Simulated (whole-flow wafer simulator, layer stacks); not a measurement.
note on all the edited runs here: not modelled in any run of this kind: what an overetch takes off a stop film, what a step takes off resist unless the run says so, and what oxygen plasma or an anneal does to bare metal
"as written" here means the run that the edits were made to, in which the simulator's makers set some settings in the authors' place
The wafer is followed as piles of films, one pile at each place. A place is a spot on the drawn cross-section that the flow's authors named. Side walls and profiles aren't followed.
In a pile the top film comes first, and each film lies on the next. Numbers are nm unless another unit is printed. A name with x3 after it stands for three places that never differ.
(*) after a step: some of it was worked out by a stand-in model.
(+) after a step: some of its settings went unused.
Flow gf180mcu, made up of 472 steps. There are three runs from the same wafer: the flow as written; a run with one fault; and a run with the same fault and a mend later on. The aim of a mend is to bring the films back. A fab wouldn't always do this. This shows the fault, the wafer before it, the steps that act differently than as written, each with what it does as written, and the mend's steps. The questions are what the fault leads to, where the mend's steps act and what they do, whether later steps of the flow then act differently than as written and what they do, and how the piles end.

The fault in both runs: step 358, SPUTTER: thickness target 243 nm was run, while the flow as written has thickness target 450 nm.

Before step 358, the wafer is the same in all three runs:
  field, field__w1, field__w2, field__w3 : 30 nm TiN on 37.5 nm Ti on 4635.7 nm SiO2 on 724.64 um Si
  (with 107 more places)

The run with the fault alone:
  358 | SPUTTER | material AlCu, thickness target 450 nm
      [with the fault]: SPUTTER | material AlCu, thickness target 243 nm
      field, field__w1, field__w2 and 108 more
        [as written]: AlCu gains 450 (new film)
        [with the fault]: AlCu gains 243 (new film)
  Steps further on in the flow that do not act as written:
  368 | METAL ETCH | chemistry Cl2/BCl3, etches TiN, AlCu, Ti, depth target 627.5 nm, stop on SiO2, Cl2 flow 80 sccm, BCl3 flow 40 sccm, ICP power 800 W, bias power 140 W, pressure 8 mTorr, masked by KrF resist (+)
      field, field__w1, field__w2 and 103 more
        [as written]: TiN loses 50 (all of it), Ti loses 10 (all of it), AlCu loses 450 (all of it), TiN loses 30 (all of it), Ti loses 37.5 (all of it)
        [with the fault]: TiN loses 50 (all of it), Ti loses 10 (all of it), AlCu loses 243 (all of it), TiN loses 30 (all of it), Ti loses 37.5 (all of it)
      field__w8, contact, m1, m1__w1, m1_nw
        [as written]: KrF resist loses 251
        [with the fault]: KrF resist loses 222.3
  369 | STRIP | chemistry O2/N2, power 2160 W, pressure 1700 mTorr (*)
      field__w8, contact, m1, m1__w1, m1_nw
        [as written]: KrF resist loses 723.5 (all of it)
        [with the fault]: KrF resist loses 752.2 (all of it)
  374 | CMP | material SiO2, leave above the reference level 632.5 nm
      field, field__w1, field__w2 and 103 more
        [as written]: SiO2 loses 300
        [with the fault]: SiO2 loses 507
  At field, field__w1, field__w2 and 109 more, the piles at the end differ from the flow's by more than 2% or 0.5 nm, whichever is larger.
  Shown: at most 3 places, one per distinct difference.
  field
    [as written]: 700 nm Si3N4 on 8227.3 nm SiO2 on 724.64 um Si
    [with the fault]: 700 nm Si3N4 on 8020.3 nm SiO2 on 724.64 um Si
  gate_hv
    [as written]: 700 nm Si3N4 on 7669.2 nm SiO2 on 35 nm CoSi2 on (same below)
    [with the fault]: 700 nm Si3N4 on 7462.2 nm SiO2 on 35 nm CoSi2 on (same below)
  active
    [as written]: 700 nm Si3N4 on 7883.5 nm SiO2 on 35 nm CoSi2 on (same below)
    [with the fault]: 700 nm Si3N4 on 7676.5 nm SiO2 on 35 nm CoSi2 on (same below)

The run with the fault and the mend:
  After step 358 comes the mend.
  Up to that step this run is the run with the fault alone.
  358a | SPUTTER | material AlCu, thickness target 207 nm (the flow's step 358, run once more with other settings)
      field, field__w1, field__w2 and 108 more
        AlCu gains 207
  Every later step of the flow that is run acts as written at every place that is followed.
  By the end, the piles equal the flow's at every place that both follow.
